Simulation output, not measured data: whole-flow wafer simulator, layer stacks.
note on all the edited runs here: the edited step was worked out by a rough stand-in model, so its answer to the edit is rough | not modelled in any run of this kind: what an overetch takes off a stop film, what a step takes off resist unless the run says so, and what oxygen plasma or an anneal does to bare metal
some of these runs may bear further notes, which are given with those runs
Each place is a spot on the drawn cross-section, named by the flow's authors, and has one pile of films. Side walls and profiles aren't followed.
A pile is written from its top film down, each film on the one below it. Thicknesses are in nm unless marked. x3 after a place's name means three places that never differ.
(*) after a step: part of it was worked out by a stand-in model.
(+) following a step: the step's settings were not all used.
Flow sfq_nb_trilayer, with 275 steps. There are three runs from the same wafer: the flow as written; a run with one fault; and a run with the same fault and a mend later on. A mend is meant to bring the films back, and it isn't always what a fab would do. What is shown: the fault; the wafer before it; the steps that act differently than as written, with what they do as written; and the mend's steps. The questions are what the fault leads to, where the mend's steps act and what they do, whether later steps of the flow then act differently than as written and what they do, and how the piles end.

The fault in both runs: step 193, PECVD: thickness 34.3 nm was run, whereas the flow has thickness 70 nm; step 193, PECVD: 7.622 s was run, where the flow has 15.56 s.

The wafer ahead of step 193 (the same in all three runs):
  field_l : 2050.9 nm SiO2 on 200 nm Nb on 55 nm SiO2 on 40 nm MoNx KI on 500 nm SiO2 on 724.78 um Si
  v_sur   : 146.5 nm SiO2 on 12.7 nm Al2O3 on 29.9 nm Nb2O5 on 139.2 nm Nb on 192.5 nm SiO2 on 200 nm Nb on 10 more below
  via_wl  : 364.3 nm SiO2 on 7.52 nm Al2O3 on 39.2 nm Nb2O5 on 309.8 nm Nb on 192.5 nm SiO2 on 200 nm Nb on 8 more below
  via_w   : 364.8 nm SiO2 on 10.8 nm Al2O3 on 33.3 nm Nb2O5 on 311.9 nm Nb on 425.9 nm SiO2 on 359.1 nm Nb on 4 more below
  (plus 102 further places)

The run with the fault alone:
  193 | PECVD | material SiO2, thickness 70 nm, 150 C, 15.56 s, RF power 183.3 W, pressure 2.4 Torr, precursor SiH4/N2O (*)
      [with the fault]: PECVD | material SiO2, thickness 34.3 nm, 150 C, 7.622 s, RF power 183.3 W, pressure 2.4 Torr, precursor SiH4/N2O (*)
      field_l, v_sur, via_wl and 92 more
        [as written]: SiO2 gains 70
        [with the fault]: SiO2 gains 34.3
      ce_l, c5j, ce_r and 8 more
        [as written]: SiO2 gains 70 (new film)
        [with the fault]: SiO2 gains 34.3 (new film)
  Later steps of the flow acting differently than as written (10 more steps, not shown, differ only slightly: by at most 2% or 0.5 nm, whichever is larger):
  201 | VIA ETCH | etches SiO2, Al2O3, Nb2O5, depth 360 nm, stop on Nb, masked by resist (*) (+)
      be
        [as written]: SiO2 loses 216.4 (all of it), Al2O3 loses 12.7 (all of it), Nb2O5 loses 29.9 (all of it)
        [with the fault]: SiO2 loses 180.7 (all of it), Al2O3 loses 12.7 (all of it), Nb2O5 loses 29.9 (all of it)
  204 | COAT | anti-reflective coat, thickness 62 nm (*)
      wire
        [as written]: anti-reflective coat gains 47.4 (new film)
        [with the fault]: anti-reflective coat gains 48.6 (new film)
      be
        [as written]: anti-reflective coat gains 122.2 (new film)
        [with the fault]: anti-reflective coat gains 116.7 (new film)
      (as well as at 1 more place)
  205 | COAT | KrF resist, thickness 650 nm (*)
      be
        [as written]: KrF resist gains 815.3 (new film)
        [with the fault]: KrF resist gains 789.9 (new film)
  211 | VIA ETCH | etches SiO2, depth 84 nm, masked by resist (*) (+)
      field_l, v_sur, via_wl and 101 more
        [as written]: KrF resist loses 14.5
        [with the fault]: KrF resist loses 8.83
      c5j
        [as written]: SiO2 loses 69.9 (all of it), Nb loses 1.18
        [with the fault]: SiO2 loses 34.2 (all of it), Nb loses 1.42
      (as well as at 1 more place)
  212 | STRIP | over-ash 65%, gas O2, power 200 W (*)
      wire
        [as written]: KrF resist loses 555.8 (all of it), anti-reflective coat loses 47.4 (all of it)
        [with the fault]: KrF resist loses 563.3 (all of it), anti-reflective coat loses 48.6 (all of it)
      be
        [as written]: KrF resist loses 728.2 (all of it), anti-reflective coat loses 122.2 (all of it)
        [with the fault]: KrF resist loses 708.4 (all of it), anti-reflective coat loses 116.7 (all of it)
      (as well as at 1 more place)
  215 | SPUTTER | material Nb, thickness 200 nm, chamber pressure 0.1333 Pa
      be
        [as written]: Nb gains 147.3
        [with the fault]: Nb gains 155.6
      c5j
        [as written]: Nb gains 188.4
        [with the fault]: Nb gains 197.3
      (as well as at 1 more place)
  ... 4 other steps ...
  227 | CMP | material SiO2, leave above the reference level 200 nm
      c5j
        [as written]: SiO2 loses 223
        [with the fault]: SiO2 loses 252.6
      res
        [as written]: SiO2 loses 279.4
        [with the fault]: SiO2 loses 322.2
  The piles end different from the flow's at v_sur, via_wl, via_w and 79 more by more than 2% or 0.5 nm, whichever is larger.
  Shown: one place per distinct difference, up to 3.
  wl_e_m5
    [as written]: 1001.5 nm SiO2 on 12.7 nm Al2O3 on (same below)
    [with the fault]: 965.8 nm SiO2 on 12.7 nm Al2O3 on (same below)
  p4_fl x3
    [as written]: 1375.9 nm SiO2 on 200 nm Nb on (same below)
    [with the fault]: 1340.2 nm SiO2 on 200 nm Nb on (same below)
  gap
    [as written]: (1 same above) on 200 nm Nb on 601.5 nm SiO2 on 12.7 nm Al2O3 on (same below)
    [with the fault]: (1 same above) on 200 nm Nb on 565.8 nm SiO2 on 12.7 nm Al2O3 on (same below)

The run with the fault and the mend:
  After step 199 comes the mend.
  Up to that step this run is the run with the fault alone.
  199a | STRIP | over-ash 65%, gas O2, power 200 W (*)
      p4_fl x3, p4_w1 x9, p4_g1 x2 and 33 more
        KrF resist loses 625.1 (all of it), anti-reflective coat loses 62 (all of it)
      wl_b_m5, wl_b_sr, wl_c_sl and 12 more
        KrF resist loses 625 (all of it), anti-reflective coat loses 62 (all of it)
      v_sur, via_wl, via_w
        KrF resist loses 625.7 (all of it), anti-reflective coat loses 62.2 (all of it)
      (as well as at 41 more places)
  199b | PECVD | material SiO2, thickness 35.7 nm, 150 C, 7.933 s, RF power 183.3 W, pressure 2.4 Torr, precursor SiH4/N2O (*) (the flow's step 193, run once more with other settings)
      field_l, v_sur, via_wl and 103 more
        SiO2 gains 35.7
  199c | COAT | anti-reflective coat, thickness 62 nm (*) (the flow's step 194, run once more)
      p4_fl x3, p4_w1 x9, p4_g1 x2 and 50 more
        anti-reflective coat gains 62 (new film)
      via_wr, via_sp, via_v, wire, lsp_r, l0_sur, l0v
        anti-reflective coat gains 62.3 (new film)
      be, be_sur, gap, lsp_m, ln_m6
        anti-reflective coat gains 62.4 (new film)
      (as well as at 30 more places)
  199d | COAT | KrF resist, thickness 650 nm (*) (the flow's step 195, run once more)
      p4_fl x3, p4_w1 x9, p4_g1 x2 and 33 more
        KrF resist gains 650 (new film)
      wl_b_m5, wl_b_sr, wl_c_sl and 12 more
        KrF resist gains 649.9 (new film)
      v_sur, via_wl, via_w
        KrF resist gains 650.6 (new film)
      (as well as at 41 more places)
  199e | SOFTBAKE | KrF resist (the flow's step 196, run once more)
      does not change any film at any place that is followed
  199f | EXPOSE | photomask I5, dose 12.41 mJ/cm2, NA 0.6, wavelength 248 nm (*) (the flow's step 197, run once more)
      does not change any film at any place that is followed
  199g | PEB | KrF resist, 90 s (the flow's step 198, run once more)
      field_l, v_sur, via_wl and 87 more
        KrF resist loses 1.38
      jj_sur, ce_l, sp_r, moat, field_r, wl_jj
        KrF resist loses 1.39
      be_r, r_sur, res, r_end
        KrF resist loses 1.33
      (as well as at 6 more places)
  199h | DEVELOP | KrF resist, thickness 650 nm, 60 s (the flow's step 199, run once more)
      field_l, v_sur, via_wl and 102 more
        KrF resist loses 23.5
      be
        KrF resist loses 649.8 (all of it)
  Every later step of the flow that is run acts as written, at every place that is followed, to within 2% or 0.5 nm, whichever is larger.
  The piles end the same as the flow's at every place that both follow.
